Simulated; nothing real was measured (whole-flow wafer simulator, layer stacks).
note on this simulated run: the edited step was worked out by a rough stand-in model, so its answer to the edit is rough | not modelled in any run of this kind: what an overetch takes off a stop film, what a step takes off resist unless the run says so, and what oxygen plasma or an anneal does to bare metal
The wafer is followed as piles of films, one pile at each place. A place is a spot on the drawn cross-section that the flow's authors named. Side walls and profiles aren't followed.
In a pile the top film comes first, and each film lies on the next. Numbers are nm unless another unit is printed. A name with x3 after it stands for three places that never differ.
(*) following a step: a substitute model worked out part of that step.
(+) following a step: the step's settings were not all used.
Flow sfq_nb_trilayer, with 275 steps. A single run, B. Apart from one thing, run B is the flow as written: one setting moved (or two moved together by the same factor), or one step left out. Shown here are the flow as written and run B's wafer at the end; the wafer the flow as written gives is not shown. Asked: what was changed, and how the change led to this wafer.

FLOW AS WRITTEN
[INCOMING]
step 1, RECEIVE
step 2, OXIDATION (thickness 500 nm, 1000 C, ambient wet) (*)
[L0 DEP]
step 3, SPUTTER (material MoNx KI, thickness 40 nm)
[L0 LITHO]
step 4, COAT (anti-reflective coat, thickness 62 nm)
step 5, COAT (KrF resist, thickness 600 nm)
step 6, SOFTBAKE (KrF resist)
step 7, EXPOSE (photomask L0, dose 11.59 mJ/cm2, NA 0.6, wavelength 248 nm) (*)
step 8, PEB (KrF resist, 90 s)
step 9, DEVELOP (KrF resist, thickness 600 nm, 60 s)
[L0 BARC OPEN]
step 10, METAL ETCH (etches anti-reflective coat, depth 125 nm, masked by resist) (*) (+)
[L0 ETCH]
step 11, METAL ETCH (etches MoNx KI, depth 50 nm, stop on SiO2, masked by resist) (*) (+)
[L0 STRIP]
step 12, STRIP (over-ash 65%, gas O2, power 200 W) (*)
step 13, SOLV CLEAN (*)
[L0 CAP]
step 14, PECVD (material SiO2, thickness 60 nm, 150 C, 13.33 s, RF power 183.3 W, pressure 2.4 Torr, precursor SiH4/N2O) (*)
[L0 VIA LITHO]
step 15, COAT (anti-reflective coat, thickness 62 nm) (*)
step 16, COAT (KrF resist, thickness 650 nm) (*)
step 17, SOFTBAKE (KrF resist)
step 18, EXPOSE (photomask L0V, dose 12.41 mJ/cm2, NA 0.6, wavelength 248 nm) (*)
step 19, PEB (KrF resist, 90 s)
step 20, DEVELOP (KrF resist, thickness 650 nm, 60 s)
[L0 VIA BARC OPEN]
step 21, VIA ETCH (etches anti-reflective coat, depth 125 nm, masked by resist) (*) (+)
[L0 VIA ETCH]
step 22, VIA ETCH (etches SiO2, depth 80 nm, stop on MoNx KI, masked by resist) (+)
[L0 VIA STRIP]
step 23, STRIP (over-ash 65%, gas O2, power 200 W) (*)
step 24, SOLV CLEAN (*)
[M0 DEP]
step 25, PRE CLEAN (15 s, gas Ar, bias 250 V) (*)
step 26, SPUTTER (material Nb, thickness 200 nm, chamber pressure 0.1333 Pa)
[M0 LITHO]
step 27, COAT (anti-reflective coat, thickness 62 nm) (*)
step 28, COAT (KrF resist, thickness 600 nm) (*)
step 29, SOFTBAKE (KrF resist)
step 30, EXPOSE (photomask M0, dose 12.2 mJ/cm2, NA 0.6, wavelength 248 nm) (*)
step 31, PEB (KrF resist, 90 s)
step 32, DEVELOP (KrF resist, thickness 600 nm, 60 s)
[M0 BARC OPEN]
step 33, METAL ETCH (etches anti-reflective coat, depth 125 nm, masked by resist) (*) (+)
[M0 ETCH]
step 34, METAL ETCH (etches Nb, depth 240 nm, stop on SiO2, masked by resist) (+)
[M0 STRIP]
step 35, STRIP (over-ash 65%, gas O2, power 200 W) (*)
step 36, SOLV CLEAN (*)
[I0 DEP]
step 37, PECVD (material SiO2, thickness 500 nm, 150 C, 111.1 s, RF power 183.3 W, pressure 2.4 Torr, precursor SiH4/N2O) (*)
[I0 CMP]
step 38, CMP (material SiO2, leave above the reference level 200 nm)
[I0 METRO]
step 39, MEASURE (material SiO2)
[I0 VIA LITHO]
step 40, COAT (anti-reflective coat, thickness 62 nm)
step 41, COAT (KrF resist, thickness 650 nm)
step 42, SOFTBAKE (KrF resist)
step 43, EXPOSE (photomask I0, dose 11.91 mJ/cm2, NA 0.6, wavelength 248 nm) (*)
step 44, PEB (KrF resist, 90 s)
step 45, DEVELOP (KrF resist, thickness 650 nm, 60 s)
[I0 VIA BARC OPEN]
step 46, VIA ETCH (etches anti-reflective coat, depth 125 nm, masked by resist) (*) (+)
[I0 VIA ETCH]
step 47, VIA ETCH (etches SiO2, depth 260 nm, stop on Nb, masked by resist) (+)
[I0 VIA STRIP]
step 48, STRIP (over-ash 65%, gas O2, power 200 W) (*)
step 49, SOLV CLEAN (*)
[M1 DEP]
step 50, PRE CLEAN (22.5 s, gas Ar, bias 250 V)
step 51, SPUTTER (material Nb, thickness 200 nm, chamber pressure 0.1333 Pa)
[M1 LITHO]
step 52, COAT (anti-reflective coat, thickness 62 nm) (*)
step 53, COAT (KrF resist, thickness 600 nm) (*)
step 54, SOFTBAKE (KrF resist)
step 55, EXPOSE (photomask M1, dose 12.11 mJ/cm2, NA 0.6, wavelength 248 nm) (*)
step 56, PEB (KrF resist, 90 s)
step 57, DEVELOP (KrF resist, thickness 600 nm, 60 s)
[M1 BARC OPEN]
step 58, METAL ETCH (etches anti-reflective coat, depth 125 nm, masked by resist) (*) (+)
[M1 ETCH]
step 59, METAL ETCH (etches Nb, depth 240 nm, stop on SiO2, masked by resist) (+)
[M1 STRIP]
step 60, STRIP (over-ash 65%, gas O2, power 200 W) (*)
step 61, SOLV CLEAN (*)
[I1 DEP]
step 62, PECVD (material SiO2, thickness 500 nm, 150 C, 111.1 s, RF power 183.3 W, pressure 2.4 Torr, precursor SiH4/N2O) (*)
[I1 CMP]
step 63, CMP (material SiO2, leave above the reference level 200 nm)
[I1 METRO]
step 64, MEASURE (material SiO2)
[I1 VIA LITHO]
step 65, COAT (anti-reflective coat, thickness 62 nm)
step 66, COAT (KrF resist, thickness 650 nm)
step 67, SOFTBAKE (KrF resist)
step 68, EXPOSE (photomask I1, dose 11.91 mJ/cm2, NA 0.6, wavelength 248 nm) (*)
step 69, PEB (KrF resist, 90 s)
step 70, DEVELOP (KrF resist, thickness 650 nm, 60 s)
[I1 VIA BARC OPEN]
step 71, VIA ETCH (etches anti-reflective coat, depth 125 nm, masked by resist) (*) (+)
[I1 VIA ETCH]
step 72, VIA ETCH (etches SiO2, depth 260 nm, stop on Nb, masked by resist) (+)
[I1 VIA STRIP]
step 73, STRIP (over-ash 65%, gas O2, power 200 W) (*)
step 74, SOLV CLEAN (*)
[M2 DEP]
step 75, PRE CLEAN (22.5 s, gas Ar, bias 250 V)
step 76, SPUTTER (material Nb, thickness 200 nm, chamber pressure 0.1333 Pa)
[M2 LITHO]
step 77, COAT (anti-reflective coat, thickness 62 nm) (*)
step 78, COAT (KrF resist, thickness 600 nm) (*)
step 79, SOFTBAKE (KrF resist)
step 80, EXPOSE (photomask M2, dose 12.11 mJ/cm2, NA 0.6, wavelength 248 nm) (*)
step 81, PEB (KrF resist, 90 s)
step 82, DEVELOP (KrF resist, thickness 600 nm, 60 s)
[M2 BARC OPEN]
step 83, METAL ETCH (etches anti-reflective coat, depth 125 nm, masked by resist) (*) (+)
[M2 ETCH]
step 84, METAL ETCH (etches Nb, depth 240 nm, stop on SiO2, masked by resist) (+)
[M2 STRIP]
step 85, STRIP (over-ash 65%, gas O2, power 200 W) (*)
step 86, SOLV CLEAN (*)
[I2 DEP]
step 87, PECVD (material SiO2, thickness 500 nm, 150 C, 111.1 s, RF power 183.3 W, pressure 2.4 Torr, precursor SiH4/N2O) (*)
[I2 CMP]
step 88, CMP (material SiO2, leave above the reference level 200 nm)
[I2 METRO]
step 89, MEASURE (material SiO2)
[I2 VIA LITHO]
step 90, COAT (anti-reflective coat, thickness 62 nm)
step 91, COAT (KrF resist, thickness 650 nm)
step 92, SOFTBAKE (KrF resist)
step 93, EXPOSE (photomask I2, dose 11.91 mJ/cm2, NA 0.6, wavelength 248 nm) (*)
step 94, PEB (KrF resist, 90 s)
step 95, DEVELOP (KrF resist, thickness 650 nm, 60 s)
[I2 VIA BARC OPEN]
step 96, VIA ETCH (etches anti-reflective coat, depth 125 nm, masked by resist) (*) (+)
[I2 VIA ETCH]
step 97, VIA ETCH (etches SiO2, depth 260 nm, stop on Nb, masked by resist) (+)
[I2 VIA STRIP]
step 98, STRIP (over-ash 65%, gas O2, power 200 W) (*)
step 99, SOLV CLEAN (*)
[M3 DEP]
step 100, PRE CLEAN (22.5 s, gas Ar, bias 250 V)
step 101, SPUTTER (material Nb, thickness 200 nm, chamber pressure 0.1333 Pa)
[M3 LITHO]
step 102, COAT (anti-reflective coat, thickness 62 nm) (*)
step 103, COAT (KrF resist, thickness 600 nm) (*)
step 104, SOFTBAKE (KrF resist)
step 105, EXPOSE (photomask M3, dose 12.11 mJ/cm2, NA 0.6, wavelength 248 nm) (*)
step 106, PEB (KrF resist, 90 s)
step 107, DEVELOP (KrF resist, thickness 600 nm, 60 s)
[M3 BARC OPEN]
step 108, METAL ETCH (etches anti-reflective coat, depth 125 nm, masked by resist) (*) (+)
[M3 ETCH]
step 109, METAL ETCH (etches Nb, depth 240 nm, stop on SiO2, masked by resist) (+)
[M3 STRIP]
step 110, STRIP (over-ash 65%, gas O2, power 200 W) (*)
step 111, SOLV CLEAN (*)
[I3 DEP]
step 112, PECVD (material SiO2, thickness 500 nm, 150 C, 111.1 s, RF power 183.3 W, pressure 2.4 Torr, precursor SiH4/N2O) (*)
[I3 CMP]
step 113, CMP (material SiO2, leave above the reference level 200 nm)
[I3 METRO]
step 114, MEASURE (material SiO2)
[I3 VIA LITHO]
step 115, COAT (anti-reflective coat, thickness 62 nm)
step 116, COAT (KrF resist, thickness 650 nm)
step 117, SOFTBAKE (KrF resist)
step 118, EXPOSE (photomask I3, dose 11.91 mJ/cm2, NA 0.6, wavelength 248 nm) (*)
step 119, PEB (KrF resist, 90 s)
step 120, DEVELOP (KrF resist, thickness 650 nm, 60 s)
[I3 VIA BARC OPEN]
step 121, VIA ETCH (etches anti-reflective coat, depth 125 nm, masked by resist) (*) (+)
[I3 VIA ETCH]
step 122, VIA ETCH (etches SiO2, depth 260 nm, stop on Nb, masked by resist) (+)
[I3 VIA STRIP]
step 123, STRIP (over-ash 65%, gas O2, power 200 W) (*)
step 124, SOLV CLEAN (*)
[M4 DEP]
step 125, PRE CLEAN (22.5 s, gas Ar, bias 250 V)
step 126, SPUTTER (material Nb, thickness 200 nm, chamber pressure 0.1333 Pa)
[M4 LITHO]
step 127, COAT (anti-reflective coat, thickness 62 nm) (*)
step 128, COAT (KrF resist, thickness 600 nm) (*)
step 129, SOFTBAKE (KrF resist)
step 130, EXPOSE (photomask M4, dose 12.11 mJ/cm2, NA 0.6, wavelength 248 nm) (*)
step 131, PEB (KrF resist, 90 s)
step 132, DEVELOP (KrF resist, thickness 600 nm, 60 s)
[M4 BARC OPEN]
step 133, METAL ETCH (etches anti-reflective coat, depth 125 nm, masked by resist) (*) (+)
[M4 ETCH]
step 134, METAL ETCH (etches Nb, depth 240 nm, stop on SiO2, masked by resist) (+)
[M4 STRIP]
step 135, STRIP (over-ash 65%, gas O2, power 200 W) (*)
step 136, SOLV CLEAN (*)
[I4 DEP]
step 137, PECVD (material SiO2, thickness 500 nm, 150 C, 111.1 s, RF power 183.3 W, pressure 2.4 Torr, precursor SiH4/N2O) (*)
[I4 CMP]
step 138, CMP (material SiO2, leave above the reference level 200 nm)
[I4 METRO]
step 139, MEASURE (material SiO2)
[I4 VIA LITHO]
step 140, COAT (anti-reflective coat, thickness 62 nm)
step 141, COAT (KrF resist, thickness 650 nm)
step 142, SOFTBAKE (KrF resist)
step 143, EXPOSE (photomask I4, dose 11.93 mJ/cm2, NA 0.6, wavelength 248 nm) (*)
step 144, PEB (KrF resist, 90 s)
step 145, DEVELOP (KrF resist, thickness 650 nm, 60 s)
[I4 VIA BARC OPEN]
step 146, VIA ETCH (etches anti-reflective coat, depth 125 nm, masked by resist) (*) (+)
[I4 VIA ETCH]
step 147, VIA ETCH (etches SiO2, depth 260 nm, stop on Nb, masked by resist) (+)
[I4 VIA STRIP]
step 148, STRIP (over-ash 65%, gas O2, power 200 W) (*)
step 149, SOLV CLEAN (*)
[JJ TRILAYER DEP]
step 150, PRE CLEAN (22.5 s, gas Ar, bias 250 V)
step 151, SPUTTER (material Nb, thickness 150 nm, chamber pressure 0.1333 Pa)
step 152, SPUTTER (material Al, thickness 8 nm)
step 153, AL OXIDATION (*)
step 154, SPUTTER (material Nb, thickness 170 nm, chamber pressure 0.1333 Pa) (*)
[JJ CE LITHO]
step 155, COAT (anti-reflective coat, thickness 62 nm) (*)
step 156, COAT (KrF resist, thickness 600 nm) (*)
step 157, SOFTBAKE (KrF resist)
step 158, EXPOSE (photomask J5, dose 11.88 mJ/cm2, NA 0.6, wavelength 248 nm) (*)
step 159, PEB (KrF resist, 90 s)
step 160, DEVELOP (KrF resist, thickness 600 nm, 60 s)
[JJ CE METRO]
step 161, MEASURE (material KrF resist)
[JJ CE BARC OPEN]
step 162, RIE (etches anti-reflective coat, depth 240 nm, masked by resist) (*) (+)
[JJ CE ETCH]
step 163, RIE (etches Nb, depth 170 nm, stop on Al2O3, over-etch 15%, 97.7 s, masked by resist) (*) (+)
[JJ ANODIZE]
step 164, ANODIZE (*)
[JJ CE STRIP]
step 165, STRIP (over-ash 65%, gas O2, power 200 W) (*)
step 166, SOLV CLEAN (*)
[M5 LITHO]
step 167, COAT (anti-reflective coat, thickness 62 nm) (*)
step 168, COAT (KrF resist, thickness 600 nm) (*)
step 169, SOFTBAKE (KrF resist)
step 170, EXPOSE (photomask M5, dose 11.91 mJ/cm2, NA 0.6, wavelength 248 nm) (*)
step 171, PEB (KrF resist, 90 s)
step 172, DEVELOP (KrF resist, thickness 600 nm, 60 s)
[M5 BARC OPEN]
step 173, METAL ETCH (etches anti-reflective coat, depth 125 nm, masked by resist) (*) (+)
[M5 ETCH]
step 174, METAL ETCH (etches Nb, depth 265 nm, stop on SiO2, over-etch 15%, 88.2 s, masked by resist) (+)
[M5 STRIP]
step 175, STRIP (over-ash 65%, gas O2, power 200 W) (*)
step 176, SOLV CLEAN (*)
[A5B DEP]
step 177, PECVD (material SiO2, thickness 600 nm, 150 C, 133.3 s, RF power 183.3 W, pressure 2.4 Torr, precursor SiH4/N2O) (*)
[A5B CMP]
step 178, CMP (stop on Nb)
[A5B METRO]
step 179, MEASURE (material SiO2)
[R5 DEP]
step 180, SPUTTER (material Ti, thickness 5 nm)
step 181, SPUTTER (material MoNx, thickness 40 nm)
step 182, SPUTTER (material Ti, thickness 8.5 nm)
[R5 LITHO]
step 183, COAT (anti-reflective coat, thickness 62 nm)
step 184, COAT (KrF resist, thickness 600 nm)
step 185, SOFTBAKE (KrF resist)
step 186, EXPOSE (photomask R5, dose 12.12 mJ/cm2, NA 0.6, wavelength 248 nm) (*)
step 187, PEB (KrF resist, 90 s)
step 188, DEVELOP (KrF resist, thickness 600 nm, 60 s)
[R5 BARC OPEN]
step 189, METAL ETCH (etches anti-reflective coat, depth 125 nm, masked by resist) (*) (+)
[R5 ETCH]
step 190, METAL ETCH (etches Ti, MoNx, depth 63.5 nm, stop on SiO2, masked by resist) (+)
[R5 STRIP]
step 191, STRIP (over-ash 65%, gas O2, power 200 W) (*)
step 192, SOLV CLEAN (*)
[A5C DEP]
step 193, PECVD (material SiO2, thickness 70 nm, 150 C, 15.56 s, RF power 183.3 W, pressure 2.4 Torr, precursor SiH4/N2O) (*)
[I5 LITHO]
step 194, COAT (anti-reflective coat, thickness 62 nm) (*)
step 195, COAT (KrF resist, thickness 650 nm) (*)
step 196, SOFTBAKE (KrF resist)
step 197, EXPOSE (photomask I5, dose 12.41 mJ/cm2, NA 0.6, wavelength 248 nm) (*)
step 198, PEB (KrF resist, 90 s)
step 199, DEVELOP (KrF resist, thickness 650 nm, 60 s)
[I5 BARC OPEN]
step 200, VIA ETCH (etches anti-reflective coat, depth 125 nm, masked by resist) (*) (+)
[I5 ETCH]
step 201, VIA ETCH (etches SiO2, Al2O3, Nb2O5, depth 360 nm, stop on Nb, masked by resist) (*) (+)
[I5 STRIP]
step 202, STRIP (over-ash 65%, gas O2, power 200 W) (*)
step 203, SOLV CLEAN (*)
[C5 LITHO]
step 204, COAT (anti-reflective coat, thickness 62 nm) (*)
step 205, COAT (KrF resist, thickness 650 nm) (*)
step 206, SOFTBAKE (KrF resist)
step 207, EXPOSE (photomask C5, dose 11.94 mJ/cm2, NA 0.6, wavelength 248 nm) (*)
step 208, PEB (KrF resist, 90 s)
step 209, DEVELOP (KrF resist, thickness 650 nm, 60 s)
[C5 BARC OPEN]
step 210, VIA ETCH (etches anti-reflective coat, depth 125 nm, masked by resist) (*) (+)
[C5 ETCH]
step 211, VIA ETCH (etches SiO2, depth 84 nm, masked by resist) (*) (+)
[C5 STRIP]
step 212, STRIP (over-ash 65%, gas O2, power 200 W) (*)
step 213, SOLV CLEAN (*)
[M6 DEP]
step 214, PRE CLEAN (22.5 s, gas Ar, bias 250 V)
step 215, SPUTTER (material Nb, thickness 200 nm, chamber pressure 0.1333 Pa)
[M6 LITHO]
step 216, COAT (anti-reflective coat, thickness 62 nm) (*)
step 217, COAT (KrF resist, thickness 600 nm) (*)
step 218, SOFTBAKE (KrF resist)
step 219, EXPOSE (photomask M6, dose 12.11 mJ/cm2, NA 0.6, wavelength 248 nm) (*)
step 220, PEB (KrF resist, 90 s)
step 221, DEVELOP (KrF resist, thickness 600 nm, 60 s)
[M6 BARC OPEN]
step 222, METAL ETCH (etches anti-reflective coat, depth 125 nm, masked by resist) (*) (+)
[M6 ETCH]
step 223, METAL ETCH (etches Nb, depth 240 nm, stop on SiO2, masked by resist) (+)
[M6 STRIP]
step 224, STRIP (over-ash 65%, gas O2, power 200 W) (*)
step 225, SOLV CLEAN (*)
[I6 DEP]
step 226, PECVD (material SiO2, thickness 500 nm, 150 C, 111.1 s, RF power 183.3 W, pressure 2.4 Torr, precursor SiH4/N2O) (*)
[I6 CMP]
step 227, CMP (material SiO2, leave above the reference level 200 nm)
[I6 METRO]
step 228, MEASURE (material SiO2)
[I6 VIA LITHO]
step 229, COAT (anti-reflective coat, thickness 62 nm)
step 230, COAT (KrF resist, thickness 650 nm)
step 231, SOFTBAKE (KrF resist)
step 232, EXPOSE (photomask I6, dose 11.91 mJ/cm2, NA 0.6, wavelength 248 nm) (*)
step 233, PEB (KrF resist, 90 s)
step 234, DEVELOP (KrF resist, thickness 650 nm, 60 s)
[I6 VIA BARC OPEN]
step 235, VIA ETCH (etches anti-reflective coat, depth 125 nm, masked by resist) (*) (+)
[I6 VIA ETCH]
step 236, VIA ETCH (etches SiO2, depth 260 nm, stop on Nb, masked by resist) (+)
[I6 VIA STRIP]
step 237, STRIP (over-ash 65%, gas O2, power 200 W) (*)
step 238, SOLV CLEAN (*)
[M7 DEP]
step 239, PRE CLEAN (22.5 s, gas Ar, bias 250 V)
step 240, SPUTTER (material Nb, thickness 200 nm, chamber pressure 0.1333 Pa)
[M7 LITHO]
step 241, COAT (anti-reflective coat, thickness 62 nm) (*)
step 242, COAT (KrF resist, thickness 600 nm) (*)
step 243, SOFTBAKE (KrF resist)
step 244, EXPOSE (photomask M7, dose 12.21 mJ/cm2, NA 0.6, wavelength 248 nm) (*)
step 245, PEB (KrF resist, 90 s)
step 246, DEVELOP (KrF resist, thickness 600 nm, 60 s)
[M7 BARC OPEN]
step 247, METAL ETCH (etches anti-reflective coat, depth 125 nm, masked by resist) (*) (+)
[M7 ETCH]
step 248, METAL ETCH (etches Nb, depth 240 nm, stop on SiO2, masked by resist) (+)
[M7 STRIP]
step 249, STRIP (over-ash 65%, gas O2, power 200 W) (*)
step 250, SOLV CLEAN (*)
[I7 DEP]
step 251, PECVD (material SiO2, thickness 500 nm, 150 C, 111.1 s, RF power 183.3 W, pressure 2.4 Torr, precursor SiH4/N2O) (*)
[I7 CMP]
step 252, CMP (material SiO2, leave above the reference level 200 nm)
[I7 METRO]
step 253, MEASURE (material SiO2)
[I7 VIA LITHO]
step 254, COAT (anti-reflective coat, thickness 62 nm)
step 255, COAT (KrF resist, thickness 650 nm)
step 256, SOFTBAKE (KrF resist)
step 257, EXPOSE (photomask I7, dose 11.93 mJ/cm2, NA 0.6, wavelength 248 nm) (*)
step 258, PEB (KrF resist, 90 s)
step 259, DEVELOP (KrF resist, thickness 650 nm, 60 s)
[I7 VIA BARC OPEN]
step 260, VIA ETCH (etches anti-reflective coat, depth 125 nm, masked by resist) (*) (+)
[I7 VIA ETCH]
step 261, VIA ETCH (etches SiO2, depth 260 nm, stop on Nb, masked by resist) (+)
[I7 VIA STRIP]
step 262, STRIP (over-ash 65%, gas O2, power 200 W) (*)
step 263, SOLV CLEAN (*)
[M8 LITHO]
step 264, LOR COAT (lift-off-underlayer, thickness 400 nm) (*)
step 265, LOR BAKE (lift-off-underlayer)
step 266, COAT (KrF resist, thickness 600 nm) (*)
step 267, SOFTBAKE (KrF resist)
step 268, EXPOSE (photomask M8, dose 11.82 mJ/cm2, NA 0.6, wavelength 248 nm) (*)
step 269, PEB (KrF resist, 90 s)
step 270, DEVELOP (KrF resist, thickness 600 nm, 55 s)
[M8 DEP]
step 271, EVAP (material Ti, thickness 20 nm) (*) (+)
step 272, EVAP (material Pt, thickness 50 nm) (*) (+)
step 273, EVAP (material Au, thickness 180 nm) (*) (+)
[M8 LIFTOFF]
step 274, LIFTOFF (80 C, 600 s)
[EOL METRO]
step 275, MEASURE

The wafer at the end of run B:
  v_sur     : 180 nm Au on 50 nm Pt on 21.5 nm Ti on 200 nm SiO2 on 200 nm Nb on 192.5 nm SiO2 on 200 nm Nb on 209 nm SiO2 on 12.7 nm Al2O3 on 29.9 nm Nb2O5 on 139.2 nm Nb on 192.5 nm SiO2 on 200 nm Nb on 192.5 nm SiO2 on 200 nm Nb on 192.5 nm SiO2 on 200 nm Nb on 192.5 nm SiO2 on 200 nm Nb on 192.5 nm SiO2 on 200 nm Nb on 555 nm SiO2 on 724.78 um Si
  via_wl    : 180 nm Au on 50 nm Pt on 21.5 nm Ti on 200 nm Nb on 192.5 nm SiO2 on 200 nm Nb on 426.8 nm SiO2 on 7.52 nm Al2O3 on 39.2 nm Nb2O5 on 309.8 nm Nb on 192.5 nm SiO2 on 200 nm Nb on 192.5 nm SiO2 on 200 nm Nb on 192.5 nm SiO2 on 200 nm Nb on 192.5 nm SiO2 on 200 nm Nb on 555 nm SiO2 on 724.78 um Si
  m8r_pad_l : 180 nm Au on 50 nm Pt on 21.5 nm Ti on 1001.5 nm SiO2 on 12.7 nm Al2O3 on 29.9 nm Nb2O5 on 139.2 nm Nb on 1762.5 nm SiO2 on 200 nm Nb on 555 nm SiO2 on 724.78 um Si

Cause: step 271, EVAP: thickness 21.5 nm was run, while the flow as written has thickness 20 nm.
One can read it off the wafer: v_sur has Ti 21.5, and step 271 as written asks for 20 nm.

How this came from the change, step by step:
  step 271, EVAP (material Ti, thickness 20 nm) (*) (+)
      field_l, v_sur, via_wl and 103 more: +21.5 Ti (new film) (as written it would have been: +20 Ti (new film))
  step 274, LIFTOFF (80 C, 600 s)
      p4_fl, p4_fm, p4_w1 and 71 more: -180 Au (all of it), -50 Pt (all of it), -21.5 Ti (all of it), -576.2 KrF resist (all of it), -400 lift-off-underlayer (all of it) (as written it would have been: -180 Au (all of it), -50 Pt (all of it), -20 Ti (all of it), -576.2 KrF resist (all of it), -400 lift-off-underlayer (all of it))
      c5j, ce_r: -180 Au (all of it), -50 Pt (all of it), -21.5 Ti (all of it), -573.3 KrF resist (all of it), -399.3 lift-off-underlayer (all of it) (as written it would have been: -180 Au (all of it), -50 Pt (all of it), -20 Ti (all of it), -573.3 KrF resist (all of it), -399.3 lift-off-underlayer (all of it))
      (also at 19 further places)
